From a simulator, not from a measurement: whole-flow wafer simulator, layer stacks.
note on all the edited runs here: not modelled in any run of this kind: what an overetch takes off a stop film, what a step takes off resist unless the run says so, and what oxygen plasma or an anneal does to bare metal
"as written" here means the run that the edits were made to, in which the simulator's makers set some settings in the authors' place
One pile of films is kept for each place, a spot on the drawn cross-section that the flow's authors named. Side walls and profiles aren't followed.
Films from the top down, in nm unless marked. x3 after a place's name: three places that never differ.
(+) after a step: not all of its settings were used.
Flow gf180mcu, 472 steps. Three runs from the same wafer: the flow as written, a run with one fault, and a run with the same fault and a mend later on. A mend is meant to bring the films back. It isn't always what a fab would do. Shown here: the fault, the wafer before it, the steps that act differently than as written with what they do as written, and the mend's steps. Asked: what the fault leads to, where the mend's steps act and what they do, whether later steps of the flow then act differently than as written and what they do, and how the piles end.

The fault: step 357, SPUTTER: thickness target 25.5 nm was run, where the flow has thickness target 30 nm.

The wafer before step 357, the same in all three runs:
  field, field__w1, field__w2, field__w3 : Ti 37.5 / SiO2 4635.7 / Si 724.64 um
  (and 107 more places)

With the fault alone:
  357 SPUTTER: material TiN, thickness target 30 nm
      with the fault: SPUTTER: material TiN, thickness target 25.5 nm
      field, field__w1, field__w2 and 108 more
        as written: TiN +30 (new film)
        with the fault: TiN +25.5 (new film)
  Later steps of the flow that act differently than as written (1 more step differs only slightly, by at most 2% or 0.5 nm, whichever is larger, and isn't shown):
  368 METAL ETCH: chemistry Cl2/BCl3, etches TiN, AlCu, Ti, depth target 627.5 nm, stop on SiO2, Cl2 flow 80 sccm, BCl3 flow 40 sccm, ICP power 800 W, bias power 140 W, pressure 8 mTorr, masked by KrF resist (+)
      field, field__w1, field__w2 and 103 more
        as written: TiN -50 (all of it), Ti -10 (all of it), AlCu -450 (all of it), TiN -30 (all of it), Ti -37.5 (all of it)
        with the fault: TiN -50 (all of it), Ti -10 (all of it), AlCu -450 (all of it), TiN -25.5 (all of it), Ti -37.5 (all of it)
  At the end the piles differ from the flow's by more than 2% or 0.5 nm, whichever is larger, at field__w8, contact, m1, m1__w1, m1_nw.
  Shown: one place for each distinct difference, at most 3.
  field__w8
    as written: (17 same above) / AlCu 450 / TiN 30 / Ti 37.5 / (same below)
    with the fault: (17 same above) / AlCu 450 / TiN 25.5 / Ti 37.5 / (same below)
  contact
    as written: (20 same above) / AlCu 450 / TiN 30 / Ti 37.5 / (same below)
    with the fault: (20 same above) / AlCu 450 / TiN 25.5 / Ti 37.5 / (same below)

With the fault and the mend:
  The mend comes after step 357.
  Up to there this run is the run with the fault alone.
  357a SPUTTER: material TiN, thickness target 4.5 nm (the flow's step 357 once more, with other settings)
      field, field__w1, field__w2 and 108 more
        TiN +4.5
  No later step of the flow acts differently than as written at any place that is followed.
  At the end the piles are the same as the flow's at every place that both follow.
